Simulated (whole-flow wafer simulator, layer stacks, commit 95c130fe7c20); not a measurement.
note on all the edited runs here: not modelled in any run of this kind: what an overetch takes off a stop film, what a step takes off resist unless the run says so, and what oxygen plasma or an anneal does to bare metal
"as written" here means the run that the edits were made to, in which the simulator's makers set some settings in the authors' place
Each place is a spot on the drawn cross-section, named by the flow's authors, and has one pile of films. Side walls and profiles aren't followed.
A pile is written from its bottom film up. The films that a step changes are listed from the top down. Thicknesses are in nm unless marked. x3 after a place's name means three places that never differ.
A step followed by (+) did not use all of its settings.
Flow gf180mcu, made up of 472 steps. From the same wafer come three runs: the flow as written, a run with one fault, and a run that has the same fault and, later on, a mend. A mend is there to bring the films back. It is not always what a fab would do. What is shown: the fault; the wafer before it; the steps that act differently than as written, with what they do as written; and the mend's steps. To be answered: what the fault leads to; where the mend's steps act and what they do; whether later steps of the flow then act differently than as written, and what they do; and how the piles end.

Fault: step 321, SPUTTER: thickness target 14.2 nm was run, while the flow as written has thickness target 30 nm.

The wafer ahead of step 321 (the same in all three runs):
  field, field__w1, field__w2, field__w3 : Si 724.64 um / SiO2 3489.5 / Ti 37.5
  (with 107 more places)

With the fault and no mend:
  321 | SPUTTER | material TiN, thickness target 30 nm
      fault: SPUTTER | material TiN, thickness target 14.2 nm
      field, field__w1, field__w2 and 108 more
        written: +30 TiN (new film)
        fault: +14.2 TiN (new film)
  Later steps of the flow acting differently than as written:
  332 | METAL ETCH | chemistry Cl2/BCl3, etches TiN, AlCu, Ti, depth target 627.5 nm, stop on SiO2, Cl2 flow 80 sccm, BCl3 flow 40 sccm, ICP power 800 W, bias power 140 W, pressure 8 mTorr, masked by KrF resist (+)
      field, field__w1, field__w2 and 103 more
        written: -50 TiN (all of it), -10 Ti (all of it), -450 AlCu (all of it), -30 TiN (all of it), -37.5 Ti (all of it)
        fault: -50 TiN (all of it), -10 Ti (all of it), -450 AlCu (all of it), -14.2 TiN (all of it), -37.5 Ti (all of it)
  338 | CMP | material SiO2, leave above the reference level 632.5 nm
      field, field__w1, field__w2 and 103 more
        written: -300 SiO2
        fault: -315.8 SiO2
  By the end, the piles at field__w8, contact, m1, m1__w1, m1_nw depart from the flow's by more than 2% or 0.5 nm, whichever is larger.
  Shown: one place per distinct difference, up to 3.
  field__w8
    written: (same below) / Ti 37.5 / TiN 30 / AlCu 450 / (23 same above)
    fault: (same below) / Ti 37.5 / TiN 14.2 / AlCu 450 / (23 same above)
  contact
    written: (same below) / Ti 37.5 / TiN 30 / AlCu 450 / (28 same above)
    fault: (same below) / Ti 37.5 / TiN 14.2 / AlCu 450 / (28 same above)

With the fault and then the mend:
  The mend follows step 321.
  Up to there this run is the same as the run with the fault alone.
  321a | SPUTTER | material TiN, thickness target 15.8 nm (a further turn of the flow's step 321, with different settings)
      field, field__w1, field__w2 and 108 more
        +15.8 TiN
  Later steps of the flow that are run all act as written at every place that is followed.
  The piles end the same as the flow's at every place that both follow.
